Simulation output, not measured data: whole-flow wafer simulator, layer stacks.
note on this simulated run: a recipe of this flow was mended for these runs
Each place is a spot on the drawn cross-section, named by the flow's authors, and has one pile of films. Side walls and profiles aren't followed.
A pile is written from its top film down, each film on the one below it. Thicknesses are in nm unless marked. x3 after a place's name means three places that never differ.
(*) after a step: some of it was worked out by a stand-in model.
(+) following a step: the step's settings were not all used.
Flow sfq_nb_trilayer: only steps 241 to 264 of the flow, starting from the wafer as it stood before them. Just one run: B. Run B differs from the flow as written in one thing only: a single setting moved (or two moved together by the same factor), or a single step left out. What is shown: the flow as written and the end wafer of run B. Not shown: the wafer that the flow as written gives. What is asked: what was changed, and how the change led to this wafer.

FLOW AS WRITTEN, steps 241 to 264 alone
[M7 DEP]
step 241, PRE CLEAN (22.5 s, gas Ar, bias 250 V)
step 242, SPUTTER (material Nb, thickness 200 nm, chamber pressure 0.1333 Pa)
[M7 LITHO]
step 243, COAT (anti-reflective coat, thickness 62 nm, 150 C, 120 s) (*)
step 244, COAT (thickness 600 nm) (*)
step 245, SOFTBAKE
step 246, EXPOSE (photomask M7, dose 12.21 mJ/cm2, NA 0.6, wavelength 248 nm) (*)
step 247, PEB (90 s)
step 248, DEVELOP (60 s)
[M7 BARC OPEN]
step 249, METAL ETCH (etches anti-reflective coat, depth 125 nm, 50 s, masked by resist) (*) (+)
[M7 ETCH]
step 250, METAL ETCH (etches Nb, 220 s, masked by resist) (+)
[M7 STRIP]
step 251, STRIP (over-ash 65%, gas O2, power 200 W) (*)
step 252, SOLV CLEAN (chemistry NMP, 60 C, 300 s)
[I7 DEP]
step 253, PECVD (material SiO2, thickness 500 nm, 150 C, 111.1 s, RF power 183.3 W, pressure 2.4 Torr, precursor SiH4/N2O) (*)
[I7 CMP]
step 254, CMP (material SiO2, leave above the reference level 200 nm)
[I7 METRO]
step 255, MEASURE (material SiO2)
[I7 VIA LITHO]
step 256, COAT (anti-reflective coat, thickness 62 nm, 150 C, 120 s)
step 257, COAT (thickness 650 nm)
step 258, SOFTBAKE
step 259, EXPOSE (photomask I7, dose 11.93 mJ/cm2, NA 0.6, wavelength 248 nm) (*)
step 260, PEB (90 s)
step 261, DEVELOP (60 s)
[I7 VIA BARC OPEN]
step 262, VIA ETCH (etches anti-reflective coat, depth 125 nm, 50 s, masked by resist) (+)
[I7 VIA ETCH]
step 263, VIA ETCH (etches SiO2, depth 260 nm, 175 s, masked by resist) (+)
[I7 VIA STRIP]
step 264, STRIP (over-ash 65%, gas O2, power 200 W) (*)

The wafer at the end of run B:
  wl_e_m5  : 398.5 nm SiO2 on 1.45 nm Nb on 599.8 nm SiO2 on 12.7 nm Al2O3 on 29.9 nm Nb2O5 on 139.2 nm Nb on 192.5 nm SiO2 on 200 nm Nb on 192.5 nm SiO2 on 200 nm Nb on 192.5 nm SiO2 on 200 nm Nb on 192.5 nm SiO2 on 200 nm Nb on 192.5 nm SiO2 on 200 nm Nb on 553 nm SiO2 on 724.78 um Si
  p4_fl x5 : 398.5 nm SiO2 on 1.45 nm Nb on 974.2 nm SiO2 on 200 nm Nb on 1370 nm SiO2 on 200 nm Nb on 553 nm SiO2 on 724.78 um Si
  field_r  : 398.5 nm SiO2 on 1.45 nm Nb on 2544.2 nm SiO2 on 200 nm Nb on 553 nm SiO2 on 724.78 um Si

What caused this: step 250, METAL ETCH: 182 s was run, though the flow has 220 s.

The path from the change to this, step by step:
  step 250, METAL ETCH (etches Nb, 220 s, masked by resist) (+)
      field_l, field_r, lsp_l and 62 more: -198.5 Nb (as written it would have been: -200 Nb (all of it), -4 SiO2)
      v_sur, via_wl, via_w and 38 more: -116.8 KrF-resist-other-grade (as written it would have been: -141.2 KrF-resist-other-grade)
  step 251, STRIP (over-ash 65%, gas O2, power 200 W) (*)
      wl_j_sl x2, wl_jj, wl_a_sl x3 and 11 more: -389 KrF-resist-other-grade (all of it), -62 anti-reflective coat (all of it) (as written it would have been: -364.6 KrF-resist-other-grade (all of it), -62 anti-reflective coat (all of it))
      ln_m5, lsp_m, ln_m6, lsp_r: -388.4 KrF-resist-other-grade (all of it), -62.3 anti-reflective coat (all of it) (as written it would have been: -364 KrF-resist-other-grade (all of it), -62.3 anti-reflective coat (all of it))
      (also at 20 further places)
  step 253, PECVD (material SiO2, thickness 500 nm, 150 C, 111.1 s, RF power 183.3 W, pressure 2.4 Torr, precursor SiH4/N2O) (*)
      field_l, p4_fl x5, p4_w1 x9 and 44 more: +500 SiO2 (new film) (as written it would have been: +500 SiO2)
      field_r, lsp_l: +477.8 SiO2 (new film) (as written it would have been: +477.2 SiO2)
      (also at 4 further places)
  step 254, CMP (material SiO2, leave above the reference level 200 nm)
      field_l, p4_fl x5, p4_w1 x9 and 44 more: -101.5 SiO2 (as written it would have been: -96 SiO2)
      field_r, lsp_l: -79.3 SiO2 (as written it would have been: -73.2 SiO2)
      (also at 2 further places)
If metal films that touch count as one body, wl_e_m5 has 7 bodies (between them, from the top down: SiO2 599.8 / Al2O3 12.7 / Nb2O5 29.9; SiO2 192.5; SiO2 192.5; SiO2 192.5; SiO2 192.5; SiO2 192.5); the flow as written gives 6 bodies (between them, from the top down: SiO2 192.5; SiO2 192.5; SiO2 192.5; SiO2 192.5; SiO2 192.5).
If metal films that touch count as one body, p4_fl x5 has 3 bodies (between them, from the top down: SiO2 974.2; SiO2 1370); the flow as written gives 2 bodies (between them, from the top down: SiO2 1370).
If metal films that touch count as one body, field_r has 2 bodies (between them, from the top down: SiO2 2544.2); the flow as written gives 1 body.
